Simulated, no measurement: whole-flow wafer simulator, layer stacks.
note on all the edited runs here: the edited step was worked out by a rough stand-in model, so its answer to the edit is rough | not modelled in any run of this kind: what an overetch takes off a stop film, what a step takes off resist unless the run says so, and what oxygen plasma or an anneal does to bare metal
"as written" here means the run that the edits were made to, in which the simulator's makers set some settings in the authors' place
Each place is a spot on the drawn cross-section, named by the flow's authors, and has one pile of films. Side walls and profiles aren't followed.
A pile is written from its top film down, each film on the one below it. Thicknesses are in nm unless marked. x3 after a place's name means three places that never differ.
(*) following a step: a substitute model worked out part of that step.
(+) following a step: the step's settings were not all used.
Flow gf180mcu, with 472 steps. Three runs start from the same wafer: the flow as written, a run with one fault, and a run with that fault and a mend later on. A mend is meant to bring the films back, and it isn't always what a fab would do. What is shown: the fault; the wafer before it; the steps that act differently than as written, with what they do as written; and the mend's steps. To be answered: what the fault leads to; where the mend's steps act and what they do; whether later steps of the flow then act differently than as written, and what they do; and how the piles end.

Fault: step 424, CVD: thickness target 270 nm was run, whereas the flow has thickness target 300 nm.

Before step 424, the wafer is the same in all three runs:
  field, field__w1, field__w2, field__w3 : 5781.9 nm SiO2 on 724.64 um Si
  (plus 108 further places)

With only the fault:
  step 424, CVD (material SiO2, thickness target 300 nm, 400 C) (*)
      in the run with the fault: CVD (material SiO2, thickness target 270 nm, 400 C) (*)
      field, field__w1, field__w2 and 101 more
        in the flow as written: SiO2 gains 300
        in the run with the fault: SiO2 gains 270
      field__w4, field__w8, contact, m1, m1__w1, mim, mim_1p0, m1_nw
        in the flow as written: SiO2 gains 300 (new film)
        in the run with the fault: SiO2 gains 270 (new film)
  Steps later in the flow that act otherwise than as written (2 other steps are not shown; they differ only slightly, by no more than 2% or 0.5 nm, whichever is larger):
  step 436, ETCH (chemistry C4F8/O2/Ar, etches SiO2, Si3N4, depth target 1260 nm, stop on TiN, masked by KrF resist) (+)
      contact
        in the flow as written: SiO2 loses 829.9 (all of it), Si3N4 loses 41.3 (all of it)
        in the run with the fault: SiO2 loses 799.9 (all of it), Si3N4 loses 41.3 (all of it)
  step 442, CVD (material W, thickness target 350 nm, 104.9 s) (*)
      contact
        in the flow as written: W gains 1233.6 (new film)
        in the run with the fault: W gains 1203.3 (new film)
  At field__w8, contact, m1, m1__w1, m1_nw, the piles at the end differ from the flow's by more than 2% or 0.5 nm, whichever is larger.
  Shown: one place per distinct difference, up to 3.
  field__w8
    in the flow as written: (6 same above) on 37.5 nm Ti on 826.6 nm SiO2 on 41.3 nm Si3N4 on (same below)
    in the run with the fault: (6 same above) on 37.5 nm Ti on 796.6 nm SiO2 on 41.3 nm Si3N4 on (same below)
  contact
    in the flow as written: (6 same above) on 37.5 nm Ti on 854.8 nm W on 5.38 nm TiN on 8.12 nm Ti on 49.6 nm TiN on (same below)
    in the run with the fault: (6 same above) on 37.5 nm Ti on 824.6 nm W on 5.47 nm TiN on 8.26 nm Ti on 49.6 nm TiN on (same below)

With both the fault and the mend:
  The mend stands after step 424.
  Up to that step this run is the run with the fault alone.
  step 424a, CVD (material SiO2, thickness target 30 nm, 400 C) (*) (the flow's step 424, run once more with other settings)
      field, field__w1, field__w2 and 109 more
        SiO2 gains 30
  None of the later steps of the flow acts differently than as written at any place that is followed.
  The piles end the same as the flow's at every place that both follow.
